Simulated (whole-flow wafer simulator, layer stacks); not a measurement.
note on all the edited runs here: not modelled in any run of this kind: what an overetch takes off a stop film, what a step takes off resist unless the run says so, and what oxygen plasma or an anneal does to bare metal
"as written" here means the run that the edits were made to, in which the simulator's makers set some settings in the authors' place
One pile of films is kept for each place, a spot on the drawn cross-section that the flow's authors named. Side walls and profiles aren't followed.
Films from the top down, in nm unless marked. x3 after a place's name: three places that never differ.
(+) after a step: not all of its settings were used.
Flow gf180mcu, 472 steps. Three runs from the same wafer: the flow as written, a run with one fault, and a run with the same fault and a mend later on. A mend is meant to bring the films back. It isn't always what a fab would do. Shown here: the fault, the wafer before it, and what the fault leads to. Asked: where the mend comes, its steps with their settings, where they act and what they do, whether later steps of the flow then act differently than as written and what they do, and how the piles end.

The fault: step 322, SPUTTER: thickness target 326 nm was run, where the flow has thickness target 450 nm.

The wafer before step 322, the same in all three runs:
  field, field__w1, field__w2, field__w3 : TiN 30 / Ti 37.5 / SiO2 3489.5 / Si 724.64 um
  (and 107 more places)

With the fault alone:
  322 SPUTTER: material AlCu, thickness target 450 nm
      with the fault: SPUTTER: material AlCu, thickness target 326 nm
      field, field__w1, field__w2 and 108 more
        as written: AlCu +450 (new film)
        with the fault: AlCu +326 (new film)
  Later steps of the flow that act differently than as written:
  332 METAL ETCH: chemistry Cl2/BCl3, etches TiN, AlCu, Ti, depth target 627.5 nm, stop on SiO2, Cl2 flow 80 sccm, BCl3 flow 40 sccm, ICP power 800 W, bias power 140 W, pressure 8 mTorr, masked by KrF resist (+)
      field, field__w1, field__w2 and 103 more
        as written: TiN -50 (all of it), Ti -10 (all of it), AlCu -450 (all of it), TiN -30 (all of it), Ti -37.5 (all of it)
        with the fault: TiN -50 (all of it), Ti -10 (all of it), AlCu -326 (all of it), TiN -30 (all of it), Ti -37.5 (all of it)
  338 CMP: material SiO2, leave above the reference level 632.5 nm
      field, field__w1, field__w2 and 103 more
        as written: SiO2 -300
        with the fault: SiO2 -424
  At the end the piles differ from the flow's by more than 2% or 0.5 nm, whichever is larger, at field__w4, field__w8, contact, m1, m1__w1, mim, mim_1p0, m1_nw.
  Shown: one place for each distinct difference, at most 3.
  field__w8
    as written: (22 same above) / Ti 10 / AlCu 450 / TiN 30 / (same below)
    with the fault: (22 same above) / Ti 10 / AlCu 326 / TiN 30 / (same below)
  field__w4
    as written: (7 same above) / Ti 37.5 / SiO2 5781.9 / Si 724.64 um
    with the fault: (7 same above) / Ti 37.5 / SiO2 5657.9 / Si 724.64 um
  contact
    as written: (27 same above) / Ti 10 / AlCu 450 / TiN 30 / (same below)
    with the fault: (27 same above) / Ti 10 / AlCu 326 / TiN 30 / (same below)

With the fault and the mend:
  The mend comes after step 322.
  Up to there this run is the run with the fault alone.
  322a SPUTTER: material AlCu, thickness target 124 nm (the flow's step 322 once more, with other settings)
      field, field__w1, field__w2 and 108 more
        AlCu +124
  No later step of the flow acts differently than as written at any place that is followed.
  At the end the piles are the same as the flow's at every place that both follow.
